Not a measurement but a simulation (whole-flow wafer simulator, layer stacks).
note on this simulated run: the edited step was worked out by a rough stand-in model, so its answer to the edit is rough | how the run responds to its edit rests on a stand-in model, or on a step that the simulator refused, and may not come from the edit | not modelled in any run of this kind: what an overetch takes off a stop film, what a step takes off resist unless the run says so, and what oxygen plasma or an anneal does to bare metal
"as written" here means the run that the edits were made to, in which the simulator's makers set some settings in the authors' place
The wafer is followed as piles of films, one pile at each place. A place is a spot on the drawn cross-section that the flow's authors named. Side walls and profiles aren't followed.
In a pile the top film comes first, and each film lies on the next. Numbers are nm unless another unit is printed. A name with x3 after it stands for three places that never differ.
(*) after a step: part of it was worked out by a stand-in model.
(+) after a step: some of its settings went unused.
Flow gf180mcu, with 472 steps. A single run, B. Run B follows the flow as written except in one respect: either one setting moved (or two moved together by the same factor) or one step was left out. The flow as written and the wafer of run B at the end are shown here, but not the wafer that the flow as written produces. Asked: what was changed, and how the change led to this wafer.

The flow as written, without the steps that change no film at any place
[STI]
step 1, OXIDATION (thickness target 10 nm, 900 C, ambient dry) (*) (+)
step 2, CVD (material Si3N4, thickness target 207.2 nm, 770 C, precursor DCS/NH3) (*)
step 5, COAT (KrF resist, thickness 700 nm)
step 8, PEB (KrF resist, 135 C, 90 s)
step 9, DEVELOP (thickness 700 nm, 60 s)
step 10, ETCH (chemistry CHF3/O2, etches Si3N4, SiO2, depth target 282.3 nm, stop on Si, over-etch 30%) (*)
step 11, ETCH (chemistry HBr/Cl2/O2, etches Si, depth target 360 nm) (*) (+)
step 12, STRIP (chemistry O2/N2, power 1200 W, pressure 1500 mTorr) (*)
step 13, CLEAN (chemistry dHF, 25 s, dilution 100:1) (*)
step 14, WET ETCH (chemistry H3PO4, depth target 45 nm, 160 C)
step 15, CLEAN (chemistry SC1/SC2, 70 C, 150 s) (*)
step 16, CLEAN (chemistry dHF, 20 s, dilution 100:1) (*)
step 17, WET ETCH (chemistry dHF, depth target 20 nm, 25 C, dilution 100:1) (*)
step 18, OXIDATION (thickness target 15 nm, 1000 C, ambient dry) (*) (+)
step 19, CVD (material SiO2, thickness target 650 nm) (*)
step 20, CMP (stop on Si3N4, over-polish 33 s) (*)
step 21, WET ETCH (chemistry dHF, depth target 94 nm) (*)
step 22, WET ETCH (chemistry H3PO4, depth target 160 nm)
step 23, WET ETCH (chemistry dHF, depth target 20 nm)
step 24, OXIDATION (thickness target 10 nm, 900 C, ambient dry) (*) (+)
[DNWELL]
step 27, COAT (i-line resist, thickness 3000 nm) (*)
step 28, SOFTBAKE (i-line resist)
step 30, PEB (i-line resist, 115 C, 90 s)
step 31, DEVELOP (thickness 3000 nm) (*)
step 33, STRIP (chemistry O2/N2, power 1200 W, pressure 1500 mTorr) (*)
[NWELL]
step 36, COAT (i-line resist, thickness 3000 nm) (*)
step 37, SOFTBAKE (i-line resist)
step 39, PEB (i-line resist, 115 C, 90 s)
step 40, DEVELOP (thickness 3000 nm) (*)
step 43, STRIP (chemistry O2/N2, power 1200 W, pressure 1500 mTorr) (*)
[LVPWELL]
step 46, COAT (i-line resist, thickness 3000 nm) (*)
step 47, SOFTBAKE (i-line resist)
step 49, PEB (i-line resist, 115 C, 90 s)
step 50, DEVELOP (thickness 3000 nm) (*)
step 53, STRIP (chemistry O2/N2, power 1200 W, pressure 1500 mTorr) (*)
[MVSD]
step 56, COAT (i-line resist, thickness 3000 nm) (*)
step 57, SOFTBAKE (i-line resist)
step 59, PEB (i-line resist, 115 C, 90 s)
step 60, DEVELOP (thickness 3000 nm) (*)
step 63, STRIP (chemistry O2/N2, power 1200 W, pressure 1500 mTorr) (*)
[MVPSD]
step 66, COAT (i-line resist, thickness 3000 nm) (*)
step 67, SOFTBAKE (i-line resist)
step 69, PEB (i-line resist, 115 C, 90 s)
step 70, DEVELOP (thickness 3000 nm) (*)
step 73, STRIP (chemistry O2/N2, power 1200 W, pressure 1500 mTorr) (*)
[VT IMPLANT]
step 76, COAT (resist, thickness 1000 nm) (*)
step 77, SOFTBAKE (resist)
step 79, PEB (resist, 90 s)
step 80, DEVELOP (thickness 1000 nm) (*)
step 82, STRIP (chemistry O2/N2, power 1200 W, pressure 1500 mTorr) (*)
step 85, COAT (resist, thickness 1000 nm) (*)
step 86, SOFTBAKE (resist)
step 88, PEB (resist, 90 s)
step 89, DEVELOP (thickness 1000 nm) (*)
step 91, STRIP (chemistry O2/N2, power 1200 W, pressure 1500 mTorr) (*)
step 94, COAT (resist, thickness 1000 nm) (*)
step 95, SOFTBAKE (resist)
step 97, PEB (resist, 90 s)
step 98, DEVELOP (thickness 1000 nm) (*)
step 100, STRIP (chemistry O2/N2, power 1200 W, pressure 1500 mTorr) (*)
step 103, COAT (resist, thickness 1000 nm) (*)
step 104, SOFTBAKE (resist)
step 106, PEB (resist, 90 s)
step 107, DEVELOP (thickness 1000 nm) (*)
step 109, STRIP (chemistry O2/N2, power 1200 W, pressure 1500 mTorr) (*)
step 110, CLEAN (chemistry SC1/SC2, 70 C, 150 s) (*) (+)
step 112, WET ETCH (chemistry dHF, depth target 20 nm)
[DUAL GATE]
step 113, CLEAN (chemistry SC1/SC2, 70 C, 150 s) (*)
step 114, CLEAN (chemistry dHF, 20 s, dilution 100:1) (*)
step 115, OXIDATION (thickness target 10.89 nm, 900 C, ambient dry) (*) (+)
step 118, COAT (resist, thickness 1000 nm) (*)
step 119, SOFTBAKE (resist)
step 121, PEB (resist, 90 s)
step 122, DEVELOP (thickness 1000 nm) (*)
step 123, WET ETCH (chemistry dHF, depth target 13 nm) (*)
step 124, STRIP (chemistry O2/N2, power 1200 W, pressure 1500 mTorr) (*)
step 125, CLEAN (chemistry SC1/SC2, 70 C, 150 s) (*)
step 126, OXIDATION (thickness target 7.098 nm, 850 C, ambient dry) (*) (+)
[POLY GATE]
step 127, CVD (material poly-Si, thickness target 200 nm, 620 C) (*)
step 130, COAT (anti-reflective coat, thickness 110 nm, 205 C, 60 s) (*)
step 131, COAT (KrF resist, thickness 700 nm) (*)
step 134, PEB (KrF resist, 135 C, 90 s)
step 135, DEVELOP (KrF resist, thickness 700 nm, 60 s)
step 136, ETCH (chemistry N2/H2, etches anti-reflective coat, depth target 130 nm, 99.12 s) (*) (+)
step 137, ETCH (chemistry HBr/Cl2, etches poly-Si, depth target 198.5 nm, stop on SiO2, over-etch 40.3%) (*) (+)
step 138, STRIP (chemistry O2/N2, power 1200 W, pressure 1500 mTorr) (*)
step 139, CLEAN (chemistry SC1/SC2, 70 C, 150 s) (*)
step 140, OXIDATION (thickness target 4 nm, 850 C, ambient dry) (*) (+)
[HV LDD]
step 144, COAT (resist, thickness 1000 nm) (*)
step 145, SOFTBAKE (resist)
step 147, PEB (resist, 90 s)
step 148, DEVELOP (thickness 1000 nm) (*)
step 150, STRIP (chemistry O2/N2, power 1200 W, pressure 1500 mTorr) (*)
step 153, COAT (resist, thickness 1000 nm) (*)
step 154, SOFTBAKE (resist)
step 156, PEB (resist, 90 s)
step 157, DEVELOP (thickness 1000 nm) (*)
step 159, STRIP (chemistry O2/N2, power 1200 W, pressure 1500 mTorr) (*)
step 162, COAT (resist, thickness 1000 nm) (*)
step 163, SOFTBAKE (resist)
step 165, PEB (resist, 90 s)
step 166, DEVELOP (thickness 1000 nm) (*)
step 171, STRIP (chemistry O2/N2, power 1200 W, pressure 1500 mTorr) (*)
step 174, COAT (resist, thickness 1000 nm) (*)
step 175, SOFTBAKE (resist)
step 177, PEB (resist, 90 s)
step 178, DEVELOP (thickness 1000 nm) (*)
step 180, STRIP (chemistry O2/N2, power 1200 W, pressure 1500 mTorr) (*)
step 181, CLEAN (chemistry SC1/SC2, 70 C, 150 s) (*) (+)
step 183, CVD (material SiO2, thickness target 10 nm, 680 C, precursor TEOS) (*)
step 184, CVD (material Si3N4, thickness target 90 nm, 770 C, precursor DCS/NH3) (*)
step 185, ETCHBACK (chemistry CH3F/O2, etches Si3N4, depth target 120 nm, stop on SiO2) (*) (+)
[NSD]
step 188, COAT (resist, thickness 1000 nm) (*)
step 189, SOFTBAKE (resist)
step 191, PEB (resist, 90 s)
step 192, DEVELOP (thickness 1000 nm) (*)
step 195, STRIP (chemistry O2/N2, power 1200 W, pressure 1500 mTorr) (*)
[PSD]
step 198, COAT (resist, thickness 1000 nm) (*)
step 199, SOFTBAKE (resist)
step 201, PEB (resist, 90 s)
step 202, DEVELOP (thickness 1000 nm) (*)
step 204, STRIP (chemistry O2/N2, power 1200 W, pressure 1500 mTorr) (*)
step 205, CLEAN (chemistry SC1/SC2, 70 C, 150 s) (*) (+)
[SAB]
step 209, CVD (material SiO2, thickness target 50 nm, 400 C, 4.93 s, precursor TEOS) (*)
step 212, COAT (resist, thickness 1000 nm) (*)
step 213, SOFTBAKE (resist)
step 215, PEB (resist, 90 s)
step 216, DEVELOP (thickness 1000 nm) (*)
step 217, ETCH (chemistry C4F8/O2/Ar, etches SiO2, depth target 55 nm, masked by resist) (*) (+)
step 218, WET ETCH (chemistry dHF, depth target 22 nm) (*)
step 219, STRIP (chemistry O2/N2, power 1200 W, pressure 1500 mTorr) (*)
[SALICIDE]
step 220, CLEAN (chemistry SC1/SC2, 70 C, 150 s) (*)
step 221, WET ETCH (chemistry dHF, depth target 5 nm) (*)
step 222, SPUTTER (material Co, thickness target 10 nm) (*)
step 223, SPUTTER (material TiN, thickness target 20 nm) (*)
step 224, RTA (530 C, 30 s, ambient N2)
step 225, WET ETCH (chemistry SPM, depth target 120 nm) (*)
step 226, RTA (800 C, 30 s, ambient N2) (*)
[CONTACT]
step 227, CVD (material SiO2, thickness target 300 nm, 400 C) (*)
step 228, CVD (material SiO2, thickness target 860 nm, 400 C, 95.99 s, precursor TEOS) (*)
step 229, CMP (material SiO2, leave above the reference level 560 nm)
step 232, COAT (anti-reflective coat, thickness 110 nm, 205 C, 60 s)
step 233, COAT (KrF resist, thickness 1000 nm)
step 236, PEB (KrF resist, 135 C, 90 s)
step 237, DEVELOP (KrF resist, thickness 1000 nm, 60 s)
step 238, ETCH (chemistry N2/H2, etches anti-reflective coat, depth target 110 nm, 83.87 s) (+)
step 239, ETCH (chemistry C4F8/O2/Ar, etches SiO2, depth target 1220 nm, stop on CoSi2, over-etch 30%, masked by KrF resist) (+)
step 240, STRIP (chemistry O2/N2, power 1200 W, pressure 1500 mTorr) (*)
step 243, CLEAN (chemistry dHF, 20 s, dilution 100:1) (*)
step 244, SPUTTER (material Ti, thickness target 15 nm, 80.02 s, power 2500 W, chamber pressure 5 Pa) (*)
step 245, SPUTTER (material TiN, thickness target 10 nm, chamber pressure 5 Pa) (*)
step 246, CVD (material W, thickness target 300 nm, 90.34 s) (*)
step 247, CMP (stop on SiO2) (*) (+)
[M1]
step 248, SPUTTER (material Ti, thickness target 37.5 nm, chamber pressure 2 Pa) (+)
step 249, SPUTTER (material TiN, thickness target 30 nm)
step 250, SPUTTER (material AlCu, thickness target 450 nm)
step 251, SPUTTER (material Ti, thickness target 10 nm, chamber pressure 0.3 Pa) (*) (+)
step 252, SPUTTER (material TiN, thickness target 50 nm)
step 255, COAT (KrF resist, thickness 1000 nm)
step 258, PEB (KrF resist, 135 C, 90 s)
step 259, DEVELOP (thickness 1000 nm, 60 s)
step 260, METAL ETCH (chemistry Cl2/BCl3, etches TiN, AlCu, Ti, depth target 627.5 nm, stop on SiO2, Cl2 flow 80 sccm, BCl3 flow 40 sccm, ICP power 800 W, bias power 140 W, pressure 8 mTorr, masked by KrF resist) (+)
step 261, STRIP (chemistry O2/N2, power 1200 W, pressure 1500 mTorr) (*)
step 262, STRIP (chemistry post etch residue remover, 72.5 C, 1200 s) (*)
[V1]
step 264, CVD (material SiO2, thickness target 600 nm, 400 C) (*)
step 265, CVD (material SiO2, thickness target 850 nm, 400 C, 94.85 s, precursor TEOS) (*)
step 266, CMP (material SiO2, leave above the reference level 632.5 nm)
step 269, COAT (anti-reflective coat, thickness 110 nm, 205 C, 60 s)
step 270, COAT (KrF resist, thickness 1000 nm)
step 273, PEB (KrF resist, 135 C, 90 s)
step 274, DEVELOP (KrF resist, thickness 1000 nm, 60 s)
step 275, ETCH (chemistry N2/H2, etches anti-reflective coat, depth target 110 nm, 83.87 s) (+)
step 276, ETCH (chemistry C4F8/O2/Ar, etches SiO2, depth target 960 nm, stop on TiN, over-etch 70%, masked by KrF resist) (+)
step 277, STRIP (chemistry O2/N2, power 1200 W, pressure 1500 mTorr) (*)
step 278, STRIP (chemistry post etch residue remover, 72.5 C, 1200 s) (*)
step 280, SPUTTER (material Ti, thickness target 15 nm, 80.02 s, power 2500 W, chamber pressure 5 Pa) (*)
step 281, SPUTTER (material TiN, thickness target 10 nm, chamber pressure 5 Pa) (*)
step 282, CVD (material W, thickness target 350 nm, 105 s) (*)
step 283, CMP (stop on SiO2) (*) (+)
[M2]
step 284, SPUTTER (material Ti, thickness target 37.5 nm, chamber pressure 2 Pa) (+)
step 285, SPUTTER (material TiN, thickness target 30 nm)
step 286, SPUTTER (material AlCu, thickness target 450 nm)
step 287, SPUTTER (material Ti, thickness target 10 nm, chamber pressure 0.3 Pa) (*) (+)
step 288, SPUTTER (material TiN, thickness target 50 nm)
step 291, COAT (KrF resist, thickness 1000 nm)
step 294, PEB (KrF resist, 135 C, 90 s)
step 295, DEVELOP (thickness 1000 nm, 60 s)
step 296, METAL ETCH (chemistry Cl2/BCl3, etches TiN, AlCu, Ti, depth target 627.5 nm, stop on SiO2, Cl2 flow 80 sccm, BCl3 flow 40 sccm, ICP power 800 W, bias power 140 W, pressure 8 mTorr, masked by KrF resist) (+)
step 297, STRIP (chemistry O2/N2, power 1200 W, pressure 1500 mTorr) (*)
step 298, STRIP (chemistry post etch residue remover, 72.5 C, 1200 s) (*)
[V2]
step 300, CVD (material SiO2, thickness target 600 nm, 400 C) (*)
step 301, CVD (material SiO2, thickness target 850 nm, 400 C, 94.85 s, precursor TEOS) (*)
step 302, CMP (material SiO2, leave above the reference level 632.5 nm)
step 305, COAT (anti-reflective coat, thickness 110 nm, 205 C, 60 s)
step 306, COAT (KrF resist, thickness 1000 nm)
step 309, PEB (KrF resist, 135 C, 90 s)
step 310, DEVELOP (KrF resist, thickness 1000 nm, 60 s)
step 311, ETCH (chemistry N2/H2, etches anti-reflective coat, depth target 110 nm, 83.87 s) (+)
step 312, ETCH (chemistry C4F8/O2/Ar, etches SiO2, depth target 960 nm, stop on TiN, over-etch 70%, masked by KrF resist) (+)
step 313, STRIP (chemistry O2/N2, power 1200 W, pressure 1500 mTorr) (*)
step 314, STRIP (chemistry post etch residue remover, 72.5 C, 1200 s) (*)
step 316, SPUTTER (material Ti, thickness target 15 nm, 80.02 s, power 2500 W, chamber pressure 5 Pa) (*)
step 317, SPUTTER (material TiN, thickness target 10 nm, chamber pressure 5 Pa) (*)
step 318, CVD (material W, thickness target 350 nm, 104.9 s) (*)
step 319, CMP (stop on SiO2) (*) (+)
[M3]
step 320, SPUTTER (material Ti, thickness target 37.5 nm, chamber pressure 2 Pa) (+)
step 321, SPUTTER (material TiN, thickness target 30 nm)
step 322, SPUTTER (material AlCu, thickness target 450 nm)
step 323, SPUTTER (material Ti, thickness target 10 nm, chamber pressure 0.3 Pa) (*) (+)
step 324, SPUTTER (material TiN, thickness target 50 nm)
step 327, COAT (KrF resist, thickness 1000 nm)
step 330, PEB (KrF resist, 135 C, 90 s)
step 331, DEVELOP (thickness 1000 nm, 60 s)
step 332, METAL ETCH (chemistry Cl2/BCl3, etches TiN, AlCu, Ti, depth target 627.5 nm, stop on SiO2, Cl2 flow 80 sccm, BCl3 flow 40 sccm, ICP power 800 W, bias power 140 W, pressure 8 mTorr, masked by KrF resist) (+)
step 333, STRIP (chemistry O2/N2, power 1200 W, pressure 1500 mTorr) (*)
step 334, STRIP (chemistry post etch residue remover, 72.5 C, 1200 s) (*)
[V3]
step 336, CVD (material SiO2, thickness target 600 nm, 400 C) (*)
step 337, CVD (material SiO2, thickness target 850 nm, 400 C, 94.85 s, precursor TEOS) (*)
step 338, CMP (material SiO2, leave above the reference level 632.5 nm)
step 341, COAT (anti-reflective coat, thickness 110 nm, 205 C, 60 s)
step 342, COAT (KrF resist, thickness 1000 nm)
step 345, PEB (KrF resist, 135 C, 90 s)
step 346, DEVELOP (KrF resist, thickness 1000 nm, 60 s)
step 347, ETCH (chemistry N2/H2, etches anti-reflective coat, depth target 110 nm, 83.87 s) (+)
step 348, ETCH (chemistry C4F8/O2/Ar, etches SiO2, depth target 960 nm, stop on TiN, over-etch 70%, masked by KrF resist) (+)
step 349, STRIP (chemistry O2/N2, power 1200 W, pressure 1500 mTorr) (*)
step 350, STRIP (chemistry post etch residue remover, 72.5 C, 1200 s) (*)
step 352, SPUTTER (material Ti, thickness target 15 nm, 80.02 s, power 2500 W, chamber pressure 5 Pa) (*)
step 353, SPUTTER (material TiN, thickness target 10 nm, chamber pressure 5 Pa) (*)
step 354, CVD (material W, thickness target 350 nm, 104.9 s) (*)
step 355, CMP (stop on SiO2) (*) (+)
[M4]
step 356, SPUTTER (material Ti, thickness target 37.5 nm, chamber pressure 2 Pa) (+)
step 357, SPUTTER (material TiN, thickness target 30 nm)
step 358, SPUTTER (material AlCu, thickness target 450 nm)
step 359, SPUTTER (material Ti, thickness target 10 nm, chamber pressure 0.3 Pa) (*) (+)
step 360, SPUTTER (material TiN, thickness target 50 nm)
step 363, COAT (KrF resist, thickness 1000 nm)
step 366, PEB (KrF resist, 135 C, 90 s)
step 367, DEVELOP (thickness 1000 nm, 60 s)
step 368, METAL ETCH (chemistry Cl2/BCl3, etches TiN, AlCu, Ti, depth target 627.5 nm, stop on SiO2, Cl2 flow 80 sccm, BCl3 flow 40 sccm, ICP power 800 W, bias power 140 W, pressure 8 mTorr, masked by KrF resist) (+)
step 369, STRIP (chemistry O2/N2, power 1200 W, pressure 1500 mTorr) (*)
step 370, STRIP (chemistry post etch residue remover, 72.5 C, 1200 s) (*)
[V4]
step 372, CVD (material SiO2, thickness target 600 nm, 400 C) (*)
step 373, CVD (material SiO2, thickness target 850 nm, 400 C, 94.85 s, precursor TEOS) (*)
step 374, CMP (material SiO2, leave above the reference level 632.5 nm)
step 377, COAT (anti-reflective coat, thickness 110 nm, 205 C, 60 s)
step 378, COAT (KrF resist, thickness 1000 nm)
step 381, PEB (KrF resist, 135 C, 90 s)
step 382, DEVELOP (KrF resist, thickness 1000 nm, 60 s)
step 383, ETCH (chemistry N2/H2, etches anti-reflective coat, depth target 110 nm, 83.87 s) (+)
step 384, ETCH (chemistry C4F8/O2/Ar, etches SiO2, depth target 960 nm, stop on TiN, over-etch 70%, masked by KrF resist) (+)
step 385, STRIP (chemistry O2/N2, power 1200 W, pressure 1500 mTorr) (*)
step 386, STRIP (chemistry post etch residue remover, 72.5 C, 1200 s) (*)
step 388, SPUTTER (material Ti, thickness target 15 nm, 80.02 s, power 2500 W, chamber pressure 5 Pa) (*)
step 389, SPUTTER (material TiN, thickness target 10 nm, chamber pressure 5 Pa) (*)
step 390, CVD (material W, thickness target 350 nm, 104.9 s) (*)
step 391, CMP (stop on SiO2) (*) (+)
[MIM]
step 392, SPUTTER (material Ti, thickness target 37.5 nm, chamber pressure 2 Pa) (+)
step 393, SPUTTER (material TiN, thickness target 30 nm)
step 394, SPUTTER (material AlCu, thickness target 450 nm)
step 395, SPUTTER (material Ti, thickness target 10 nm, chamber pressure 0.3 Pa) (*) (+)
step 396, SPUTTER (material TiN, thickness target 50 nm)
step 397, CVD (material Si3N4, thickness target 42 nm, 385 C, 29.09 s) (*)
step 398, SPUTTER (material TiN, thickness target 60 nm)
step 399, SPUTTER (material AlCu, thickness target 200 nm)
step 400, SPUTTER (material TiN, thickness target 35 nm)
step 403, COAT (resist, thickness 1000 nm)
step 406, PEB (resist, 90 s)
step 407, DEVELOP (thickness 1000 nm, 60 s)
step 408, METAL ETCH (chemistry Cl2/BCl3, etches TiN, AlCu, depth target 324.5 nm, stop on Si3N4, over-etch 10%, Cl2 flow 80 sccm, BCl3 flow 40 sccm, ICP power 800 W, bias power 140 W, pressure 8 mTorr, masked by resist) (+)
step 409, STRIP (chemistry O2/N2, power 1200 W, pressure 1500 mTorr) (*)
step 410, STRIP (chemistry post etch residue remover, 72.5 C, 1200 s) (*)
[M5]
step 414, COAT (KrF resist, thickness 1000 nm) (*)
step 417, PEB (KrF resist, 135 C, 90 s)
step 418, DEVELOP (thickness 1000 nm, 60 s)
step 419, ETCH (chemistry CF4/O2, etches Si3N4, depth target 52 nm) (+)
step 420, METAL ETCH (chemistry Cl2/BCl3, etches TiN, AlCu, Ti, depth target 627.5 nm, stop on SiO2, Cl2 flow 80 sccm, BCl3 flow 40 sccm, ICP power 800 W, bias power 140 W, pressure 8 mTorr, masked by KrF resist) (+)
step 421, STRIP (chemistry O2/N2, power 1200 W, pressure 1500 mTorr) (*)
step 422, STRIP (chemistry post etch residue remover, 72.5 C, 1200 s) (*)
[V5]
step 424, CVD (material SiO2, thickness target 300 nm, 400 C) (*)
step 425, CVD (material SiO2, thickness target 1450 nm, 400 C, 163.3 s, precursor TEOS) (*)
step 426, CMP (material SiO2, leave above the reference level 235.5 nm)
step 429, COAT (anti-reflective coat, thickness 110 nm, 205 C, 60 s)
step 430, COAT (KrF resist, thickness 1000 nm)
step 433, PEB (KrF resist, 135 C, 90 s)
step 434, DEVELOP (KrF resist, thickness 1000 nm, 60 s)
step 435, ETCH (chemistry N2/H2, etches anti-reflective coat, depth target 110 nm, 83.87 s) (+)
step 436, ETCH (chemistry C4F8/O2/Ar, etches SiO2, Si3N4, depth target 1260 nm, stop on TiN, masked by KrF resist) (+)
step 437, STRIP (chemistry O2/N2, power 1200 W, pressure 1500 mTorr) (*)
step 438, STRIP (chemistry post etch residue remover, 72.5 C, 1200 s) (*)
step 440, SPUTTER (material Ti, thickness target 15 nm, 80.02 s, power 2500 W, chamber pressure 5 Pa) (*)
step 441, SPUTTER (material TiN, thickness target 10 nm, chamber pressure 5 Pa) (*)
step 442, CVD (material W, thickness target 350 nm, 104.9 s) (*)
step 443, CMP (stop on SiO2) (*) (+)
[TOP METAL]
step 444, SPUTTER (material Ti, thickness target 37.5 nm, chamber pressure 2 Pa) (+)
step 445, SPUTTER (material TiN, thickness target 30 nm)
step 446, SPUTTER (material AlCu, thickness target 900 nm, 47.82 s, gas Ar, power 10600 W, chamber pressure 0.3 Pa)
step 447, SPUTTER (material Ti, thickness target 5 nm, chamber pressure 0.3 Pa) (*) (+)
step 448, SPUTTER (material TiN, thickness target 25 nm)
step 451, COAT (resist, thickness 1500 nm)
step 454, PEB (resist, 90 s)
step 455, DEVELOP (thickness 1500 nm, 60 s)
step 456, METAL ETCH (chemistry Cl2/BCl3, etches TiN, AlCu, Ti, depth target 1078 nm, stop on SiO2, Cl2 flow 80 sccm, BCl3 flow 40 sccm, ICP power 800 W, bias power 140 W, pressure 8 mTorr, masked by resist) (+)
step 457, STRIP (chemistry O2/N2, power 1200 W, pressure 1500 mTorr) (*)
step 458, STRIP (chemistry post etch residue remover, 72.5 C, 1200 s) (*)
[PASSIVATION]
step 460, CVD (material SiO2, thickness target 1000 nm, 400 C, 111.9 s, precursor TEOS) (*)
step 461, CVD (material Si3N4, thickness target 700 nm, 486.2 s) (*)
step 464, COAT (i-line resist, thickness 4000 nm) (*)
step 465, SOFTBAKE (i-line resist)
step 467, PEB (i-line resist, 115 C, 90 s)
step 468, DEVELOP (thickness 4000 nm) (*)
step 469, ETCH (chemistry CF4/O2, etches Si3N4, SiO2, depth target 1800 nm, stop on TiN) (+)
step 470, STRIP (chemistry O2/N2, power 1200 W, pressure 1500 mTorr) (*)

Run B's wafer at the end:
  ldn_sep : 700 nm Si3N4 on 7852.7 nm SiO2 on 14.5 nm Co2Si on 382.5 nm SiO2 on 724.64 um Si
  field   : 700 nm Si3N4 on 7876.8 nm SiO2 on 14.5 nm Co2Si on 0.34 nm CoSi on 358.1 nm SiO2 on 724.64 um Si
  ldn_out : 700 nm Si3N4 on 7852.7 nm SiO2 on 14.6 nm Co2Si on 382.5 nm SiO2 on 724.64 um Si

The reason: step 126, OXIDATION: thickness target 4.76 nm was run, while the flow as written has thickness target 7.098 nm; step 137, ETCH: depth target 133 nm was run, where the flow has depth target 198.5 nm.

Step by step, how the change led to this:
  step 126, OXIDATION (thickness target 7.098 nm, 850 C, ambient dry) (*) (+)
      gate_hv, active_hv, active_nat and 25 more: +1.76 SiO2, -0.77 Si (as written it would have been: +3.72 SiO2, -1.64 Si)
      active, n_well, p_well and 12 more: +4.76 SiO2 (new film), -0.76 chemical SiO2 (all of it), -1.76 Si (as written it would have been: +7.1 SiO2 (new film), -0.76 chemical SiO2 (all of it), -2.79 Si)
  step 137, ETCH (chemistry HBr/Cl2, etches poly-Si, depth target 198.5 nm, stop on SiO2, over-etch 40.3%) (*) (+)
      field, field__w3, field__w12 and 10 more: -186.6 poly-Si (as written it would have been: -198.6 poly-Si (all of it), -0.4 SiO2)
      active, n_well, sd_p and 9 more: -186.6 poly-Si (as written it would have been: -198.7 poly-Si (all of it), -0.4 SiO2)
      (as well as at 67 more places)
  step 138, STRIP (chemistry O2/N2, power 1200 W, pressure 1500 mTorr) (*)
      field, field__w1, field__w2 and 61 more: +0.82 chemical SiO2 (new film), -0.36 poly-Si (as written it would have been: nothing)
      gate: +0.63 chemical SiO2 (new film), -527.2 KrF resist (all of it), -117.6 anti-reflective coat (all of it), -0.28 poly-Si (as written it would have been: +0.62 chemical SiO2 (new film), -496.5 KrF resist (all of it), -117 anti-reflective coat (all of it), -0.27 poly-Si)
      (as well as at 27 more places)
  step 139, CLEAN (chemistry SC1/SC2, 70 C, 150 s) (*)
      field, field__w1, field__w2 and 34 more: -0.07 chemical SiO2, -0.27 poly-Si (as written it would have been: -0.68 SiO2)
  step 140, OXIDATION (thickness target 4 nm, 850 C, ambient dry) (*) (+)
      field, field__w1, field__w2 and 21 more: +4 SiO2 (new film), -0.76 chemical SiO2 (all of it), -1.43 poly-Si (as written it would have been: +0.15 SiO2, -0.07 Si)
      active_hv, active_nat, ld_sd_n and 11 more: +4 SiO2 (new film), -0.76 chemical SiO2 (all of it), -1.43 poly-Si (as written it would have been: +0.96 SiO2, -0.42 Si)
      (as well as at 26 more places)
  step 145, SOFTBAKE (resist)
      field: +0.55 resist (as written it would have been: nothing)
      nw_enc_fld_lv__w3: -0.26 resist (as written it would have been: +0.39 resist)
  step 154, SOFTBAKE (resist)
      field: +0.55 resist (as written it would have been: nothing)
      nw_enc_fld_lv__w3: -0.26 resist (as written it would have been: +0.39 resist)
  step 163, SOFTBAKE (resist)
      field: +0.55 resist (as written it would have been: nothing)
      nw_enc_fld_lv__w3: -0.26 resist (as written it would have been: +0.39 resist)
  step 175, SOFTBAKE (resist)
      field: +0.55 resist (as written it would have been: nothing)
      nw_enc_fld_lv__w3: -0.26 resist (as written it would have been: +0.39 resist)
  step 189, SOFTBAKE (resist)
      active_hv: +0.18 resist (as written it would have been: +0.78 resist)
  step 199, SOFTBAKE (resist)
      active_hv: +0.18 resist (as written it would have been: +0.78 resist)
  step 218, WET ETCH (chemistry dHF, depth target 22 nm) (*)
      field__w7, field__w8, field__w11 and 14 more: -5.48 SiO2 (all of it) (as written it would have been: -24.6 SiO2)
      field, field__w10, sti and 13 more: -5.48 SiO2 (all of it) (as written it would have been: -24.5 SiO2)
      (as well as at 40 more places)
  step 219, STRIP (chemistry O2/N2, power 1200 W, pressure 1500 mTorr) (*)
      field, field__w1, field__w2 and 47 more: +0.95 chemical SiO2 (new film), -0.42 poly-Si (as written it would have been: nothing)
  step 220, CLEAN (chemistry SC1/SC2, 70 C, 150 s) (*)
      field, field__w1, field__w2 and 47 more: -0.19 chemical SiO2, -0.21 poly-Si (as written it would have been: -0.68 SiO2)
  step 221, WET ETCH (chemistry dHF, depth target 5 nm) (*)
      field, field__w1, field__w2 and 23 more: -0.76 chemical SiO2 (all of it) (as written it would have been: -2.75 SiO2)
      field__w6, field__w11, field__w12 and 17 more: -0.76 chemical SiO2 (all of it) (as written it would have been: -2.76 SiO2)
      (as well as at 4 more places)
  step 222, SPUTTER (material Co, thickness target 10 nm) (*)
      field__w12: +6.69 Co (new film) (as written it would have been: +6.15 Co (new film))
  ... 8 further steps ...
  step 246, CVD (material W, thickness target 300 nm, 90.34 s) (*)
      polyc_n, polyc_p: +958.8 W (new film) (as written it would have been: +936 W (new film))
With metal films that touch counted as one body, field has 1 body; the flow as written gives 0 bodies.
